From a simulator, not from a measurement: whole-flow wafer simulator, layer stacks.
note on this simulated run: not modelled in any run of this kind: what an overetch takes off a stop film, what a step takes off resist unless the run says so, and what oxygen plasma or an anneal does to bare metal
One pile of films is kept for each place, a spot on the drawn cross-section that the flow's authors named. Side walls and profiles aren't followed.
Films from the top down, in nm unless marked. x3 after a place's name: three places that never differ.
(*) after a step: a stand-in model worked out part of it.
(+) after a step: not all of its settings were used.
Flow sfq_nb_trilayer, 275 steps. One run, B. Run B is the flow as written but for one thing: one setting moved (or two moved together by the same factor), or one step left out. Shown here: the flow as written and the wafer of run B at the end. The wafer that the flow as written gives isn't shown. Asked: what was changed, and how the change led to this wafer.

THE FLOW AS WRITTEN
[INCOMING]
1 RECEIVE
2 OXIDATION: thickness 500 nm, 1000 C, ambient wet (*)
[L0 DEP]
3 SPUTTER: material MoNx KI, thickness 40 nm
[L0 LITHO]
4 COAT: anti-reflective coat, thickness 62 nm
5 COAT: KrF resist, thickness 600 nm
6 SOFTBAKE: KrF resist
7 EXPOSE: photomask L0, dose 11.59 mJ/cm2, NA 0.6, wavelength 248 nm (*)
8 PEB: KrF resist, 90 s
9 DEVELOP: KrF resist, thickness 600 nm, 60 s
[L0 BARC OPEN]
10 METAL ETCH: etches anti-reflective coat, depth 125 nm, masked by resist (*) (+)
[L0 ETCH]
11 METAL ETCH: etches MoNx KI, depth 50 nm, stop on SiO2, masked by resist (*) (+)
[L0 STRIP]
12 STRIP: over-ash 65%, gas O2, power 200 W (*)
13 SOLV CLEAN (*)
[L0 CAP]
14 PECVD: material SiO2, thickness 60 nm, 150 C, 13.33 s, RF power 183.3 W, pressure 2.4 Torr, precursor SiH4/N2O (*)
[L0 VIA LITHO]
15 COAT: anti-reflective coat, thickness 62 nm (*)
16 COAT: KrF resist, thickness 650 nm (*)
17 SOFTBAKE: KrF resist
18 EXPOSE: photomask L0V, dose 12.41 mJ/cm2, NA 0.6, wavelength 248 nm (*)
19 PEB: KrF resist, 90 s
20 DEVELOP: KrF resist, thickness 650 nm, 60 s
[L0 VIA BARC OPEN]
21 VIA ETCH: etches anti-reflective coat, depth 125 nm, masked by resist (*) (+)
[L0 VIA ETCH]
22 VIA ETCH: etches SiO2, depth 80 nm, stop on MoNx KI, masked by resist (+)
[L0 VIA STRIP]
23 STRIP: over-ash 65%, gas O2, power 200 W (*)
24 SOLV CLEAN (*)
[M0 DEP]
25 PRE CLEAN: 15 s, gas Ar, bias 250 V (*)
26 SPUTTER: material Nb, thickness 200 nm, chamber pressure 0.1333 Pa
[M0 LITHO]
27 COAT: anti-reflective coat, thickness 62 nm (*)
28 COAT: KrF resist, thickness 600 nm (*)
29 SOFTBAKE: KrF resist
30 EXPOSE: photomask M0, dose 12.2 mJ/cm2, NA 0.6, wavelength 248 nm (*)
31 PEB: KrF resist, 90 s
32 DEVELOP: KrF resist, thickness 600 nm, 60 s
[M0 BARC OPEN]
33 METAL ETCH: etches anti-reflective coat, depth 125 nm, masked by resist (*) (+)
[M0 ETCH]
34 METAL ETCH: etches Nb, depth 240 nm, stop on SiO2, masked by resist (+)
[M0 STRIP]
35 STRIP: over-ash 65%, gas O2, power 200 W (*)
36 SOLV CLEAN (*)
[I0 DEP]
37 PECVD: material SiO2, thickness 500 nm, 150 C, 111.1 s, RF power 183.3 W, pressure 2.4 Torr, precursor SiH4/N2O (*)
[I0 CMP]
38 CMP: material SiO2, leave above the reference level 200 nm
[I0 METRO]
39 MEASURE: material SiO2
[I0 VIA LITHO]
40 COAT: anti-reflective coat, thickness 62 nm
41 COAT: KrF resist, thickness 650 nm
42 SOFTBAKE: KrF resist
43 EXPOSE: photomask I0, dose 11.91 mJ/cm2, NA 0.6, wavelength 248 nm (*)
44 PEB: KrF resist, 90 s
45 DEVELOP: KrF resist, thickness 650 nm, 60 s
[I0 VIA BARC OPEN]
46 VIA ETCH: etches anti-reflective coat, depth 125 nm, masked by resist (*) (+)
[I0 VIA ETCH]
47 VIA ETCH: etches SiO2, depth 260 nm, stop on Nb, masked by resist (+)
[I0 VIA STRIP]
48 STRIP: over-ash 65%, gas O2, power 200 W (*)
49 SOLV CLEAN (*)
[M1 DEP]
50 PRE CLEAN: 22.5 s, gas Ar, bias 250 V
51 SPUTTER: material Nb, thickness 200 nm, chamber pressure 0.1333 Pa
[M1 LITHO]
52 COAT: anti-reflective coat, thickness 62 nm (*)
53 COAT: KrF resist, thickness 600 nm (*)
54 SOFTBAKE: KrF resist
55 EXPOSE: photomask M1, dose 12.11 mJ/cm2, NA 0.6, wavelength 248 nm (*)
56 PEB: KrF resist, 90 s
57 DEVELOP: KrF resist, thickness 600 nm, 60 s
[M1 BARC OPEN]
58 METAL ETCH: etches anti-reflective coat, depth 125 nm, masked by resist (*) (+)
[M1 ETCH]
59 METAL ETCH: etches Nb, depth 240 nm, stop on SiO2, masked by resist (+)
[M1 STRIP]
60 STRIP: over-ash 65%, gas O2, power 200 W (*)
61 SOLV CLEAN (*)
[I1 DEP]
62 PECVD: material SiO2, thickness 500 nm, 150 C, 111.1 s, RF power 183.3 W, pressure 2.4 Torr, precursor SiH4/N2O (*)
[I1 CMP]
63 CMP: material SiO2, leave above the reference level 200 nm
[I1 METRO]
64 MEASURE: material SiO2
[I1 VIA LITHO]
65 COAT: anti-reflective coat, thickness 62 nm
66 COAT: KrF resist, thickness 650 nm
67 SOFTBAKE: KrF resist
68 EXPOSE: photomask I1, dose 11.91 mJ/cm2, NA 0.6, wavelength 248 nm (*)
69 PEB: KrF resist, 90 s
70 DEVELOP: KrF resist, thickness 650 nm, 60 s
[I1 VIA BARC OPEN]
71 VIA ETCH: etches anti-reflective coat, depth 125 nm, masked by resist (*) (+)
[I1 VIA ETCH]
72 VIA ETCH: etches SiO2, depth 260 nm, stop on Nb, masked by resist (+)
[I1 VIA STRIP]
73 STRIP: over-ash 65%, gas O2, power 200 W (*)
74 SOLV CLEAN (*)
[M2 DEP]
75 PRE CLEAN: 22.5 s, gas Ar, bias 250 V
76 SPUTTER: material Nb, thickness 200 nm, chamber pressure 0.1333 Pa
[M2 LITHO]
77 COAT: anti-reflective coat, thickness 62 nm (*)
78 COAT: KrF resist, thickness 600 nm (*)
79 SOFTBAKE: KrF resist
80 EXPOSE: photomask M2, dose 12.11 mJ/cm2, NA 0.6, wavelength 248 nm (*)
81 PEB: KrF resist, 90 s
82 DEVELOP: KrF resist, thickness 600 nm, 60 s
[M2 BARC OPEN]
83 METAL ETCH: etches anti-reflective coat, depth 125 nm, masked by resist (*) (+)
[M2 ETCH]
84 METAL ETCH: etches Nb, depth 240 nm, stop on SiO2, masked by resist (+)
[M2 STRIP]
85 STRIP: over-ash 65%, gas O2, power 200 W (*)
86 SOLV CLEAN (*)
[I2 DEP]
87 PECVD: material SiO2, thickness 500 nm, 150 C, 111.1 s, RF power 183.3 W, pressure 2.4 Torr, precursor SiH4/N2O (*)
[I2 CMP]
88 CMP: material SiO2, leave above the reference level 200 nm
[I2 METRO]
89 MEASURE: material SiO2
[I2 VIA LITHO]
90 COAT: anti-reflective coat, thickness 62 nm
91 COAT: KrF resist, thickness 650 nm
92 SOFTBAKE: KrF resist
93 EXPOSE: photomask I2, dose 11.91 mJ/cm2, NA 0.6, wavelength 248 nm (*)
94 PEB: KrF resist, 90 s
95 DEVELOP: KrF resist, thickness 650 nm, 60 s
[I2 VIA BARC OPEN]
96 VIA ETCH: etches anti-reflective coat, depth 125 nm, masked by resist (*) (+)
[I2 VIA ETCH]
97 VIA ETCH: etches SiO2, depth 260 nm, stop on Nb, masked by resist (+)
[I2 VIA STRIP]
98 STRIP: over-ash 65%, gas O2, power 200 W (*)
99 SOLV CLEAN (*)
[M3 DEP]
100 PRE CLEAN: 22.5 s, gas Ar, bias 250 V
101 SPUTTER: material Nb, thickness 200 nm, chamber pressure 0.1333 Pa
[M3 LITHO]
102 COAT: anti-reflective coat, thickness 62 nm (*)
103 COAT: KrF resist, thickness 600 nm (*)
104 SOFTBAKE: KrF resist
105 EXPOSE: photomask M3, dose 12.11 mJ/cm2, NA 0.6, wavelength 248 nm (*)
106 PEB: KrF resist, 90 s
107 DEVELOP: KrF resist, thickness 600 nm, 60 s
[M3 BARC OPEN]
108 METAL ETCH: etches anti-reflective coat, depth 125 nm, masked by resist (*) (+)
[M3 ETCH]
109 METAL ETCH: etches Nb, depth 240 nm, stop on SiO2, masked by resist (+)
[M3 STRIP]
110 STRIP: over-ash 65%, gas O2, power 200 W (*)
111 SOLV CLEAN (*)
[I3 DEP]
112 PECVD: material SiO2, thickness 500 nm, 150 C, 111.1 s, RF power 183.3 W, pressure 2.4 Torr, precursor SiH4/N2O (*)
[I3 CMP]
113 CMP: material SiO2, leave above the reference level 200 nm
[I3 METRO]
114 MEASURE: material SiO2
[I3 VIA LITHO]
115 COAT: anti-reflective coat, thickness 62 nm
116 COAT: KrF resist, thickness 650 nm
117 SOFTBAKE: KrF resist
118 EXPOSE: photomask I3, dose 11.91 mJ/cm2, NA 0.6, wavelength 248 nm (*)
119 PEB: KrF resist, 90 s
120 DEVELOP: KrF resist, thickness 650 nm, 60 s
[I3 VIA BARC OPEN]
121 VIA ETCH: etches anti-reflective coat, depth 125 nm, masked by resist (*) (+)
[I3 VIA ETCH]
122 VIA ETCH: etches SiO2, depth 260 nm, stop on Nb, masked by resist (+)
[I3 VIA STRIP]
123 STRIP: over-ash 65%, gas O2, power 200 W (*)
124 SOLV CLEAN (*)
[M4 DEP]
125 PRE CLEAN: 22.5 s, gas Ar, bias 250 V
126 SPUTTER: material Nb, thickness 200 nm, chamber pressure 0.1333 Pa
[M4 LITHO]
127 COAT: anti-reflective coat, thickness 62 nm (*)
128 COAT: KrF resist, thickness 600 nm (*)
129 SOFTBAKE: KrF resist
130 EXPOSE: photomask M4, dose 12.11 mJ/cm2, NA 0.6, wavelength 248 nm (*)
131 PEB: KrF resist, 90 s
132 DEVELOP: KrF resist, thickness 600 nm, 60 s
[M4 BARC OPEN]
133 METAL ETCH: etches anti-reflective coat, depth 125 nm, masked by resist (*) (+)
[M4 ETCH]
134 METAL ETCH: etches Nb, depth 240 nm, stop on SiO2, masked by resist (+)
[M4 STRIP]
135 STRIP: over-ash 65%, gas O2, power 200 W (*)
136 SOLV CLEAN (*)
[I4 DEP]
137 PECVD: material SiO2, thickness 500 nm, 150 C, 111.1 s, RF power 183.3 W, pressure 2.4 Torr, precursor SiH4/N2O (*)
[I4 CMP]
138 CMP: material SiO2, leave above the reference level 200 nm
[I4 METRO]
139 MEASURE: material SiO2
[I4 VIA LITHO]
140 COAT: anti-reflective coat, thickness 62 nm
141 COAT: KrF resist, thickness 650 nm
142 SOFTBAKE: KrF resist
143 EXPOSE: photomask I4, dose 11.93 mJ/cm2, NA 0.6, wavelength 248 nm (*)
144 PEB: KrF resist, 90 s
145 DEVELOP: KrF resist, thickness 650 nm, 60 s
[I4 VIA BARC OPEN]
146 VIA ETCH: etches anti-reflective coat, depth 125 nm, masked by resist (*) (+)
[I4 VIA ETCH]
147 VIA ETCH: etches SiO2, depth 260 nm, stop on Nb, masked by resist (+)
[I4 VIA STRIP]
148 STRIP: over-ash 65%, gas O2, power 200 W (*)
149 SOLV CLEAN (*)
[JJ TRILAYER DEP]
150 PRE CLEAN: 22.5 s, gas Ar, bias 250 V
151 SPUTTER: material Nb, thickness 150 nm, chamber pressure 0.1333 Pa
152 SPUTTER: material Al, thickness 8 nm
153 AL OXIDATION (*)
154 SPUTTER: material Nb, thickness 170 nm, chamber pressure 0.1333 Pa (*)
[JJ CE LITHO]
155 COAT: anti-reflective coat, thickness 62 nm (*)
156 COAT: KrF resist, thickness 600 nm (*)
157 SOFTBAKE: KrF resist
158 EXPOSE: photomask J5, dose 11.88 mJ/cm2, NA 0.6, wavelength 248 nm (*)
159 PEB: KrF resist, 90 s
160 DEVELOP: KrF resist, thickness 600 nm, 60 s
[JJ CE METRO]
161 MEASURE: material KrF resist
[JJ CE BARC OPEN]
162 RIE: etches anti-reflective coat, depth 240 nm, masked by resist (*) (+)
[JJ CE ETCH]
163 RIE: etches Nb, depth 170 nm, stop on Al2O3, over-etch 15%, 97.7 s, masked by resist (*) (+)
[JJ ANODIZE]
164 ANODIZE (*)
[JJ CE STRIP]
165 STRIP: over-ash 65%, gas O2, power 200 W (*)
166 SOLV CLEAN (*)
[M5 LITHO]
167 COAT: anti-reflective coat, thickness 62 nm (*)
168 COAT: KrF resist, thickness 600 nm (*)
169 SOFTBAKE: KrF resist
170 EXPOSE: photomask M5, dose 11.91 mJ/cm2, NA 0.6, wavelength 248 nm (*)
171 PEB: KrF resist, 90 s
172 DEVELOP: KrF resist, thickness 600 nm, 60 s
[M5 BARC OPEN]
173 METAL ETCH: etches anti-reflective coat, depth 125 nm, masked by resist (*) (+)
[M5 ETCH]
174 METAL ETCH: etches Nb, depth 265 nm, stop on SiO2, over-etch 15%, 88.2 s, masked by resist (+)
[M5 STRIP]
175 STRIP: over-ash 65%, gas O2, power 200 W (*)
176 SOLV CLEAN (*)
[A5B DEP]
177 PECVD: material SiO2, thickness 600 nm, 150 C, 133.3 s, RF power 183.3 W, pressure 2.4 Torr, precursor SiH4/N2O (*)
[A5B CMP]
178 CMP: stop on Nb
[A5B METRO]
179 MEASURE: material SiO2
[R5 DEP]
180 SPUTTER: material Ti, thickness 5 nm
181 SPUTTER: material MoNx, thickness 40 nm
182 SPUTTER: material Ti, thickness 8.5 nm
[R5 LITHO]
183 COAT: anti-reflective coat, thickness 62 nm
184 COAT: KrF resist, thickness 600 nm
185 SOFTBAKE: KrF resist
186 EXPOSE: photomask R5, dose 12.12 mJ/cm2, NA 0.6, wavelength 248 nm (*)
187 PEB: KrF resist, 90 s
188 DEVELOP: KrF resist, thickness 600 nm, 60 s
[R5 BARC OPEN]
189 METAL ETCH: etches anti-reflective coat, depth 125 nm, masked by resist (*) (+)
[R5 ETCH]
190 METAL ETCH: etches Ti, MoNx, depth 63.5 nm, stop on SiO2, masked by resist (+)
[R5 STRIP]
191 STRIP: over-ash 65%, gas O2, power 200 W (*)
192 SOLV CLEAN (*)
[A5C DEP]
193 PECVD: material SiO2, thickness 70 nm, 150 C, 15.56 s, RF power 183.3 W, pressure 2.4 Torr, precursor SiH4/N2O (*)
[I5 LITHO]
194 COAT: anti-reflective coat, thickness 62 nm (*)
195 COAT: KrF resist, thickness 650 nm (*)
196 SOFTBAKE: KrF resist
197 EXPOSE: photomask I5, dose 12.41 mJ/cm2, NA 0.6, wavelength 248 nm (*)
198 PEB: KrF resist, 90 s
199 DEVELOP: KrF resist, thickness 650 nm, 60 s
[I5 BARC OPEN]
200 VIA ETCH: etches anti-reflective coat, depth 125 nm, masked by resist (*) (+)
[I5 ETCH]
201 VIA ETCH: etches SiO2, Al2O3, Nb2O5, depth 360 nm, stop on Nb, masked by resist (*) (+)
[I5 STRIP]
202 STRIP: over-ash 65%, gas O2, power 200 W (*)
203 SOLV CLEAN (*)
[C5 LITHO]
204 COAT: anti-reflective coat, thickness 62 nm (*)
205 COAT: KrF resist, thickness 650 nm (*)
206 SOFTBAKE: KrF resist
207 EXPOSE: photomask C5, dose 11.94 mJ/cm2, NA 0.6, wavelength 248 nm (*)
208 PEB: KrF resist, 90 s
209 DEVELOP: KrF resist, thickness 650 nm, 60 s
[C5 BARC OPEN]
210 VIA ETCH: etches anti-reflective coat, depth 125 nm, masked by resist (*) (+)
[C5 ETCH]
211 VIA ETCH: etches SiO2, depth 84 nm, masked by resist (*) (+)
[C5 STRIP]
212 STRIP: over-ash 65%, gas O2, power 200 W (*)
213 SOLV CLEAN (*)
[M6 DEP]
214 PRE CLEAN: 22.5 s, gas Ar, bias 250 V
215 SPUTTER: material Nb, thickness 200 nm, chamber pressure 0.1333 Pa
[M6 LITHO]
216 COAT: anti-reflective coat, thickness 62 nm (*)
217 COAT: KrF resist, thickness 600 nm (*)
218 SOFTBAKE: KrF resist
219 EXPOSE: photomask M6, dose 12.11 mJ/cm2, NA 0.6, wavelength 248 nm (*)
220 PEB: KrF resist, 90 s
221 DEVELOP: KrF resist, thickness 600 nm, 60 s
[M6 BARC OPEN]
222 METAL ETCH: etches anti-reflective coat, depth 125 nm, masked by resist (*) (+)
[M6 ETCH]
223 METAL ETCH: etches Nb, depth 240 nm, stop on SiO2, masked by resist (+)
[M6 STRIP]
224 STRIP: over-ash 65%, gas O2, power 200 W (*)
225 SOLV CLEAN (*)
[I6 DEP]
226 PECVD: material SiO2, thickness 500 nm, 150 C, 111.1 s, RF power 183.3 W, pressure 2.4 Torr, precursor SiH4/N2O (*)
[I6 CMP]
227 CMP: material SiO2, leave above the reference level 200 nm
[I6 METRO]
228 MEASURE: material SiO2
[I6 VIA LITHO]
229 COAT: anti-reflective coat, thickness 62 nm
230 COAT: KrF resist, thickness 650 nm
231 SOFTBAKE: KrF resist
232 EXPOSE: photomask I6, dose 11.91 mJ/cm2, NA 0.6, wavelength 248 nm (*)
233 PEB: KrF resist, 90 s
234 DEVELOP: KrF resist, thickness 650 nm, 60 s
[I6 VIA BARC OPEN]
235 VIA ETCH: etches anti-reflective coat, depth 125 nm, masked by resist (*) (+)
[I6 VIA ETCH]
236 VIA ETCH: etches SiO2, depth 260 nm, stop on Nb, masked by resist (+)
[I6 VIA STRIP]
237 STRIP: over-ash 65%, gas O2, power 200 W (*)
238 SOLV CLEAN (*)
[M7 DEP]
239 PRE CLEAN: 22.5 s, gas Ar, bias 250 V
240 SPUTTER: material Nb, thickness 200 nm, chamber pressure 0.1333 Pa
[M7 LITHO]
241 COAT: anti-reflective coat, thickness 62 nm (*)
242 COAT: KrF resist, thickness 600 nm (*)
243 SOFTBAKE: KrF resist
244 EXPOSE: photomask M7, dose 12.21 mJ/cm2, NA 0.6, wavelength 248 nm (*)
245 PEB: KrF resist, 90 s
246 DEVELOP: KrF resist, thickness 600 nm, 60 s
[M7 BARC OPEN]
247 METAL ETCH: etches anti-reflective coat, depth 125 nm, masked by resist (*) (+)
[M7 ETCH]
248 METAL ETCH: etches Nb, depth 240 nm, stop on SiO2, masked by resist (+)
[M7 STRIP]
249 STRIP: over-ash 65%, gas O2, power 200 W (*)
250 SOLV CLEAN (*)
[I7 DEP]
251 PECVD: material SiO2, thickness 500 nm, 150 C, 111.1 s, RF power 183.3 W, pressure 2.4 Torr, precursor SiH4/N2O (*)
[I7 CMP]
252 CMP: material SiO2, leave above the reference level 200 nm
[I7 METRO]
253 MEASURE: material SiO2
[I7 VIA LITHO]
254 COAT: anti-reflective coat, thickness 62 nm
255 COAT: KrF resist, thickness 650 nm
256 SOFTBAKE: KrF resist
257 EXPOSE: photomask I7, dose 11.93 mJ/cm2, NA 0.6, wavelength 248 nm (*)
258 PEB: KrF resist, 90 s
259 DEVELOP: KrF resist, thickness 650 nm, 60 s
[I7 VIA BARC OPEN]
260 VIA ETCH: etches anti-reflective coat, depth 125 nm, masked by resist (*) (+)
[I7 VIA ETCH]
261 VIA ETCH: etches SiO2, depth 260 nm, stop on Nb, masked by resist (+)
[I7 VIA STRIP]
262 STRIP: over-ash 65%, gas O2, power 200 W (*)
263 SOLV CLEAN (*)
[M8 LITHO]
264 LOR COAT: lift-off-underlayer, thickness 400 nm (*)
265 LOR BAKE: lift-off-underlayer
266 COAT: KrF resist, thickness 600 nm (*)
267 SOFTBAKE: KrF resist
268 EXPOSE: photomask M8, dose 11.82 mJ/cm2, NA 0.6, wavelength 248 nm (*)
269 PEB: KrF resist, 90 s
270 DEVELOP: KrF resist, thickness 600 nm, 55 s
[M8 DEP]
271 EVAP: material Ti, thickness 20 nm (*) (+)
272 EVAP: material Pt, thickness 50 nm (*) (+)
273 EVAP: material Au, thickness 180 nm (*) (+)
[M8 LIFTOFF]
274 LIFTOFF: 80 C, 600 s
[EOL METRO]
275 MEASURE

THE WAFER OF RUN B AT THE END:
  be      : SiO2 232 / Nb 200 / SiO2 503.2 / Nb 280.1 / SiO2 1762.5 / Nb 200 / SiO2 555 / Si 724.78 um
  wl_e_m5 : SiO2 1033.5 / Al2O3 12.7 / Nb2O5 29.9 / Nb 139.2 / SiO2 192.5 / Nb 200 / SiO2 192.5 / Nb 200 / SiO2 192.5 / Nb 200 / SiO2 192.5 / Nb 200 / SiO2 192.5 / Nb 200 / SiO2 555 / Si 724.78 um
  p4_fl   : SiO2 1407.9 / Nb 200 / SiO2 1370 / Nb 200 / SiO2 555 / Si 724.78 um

The cause: step 252, CMP: leave above the reference level 232 nm was run, where the flow has leave above the reference level 200 nm.
It can be read off the wafer: be has SiO2 232, and step 252 as written asks for 200 nm.

How the change led to this, step by step:
  252 CMP: material SiO2, leave above the reference level 200 nm
      field_l, p4_fl, p4_fm and 56 more: SiO2 -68 (as written it would be: SiO2 -100)
      v_sur, via_wl, via_w and 37 more: SiO2 -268 (as written it would be: SiO2 -300)
      (and at 7 more places)
  261 VIA ETCH: etches SiO2, depth 260 nm, stop on Nb, masked by resist (+)
      via_wl, via_w, via_wr: SiO2 -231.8 (all of it) (as written it would be: SiO2 -199.8 (all of it))
  264 LOR COAT: lift-off-underlayer, thickness 400 nm (*)
      via_wl, via_wr: lift-off-underlayer +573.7 (new film) (as written it would be: lift-off-underlayer +549.8 (new film))
      via_w: lift-off-underlayer +558.2 (new film) (as written it would be: lift-off-underlayer +536.4 (new film))
  270 DEVELOP: KrF resist, thickness 600 nm, 55 s
      via_wl: KrF resist -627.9 (all of it), lift-off-underlayer -573.7 (all of it) (as written it would be: KrF resist -623.9 (all of it), lift-off-underlayer -549.8 (all of it))
      via_w: KrF resist -641.3 (all of it), lift-off-underlayer -558.2 (all of it) (as written it would be: KrF resist -635.4 (all of it), lift-off-underlayer -536.4 (all of it))
      (and at 1 more place)
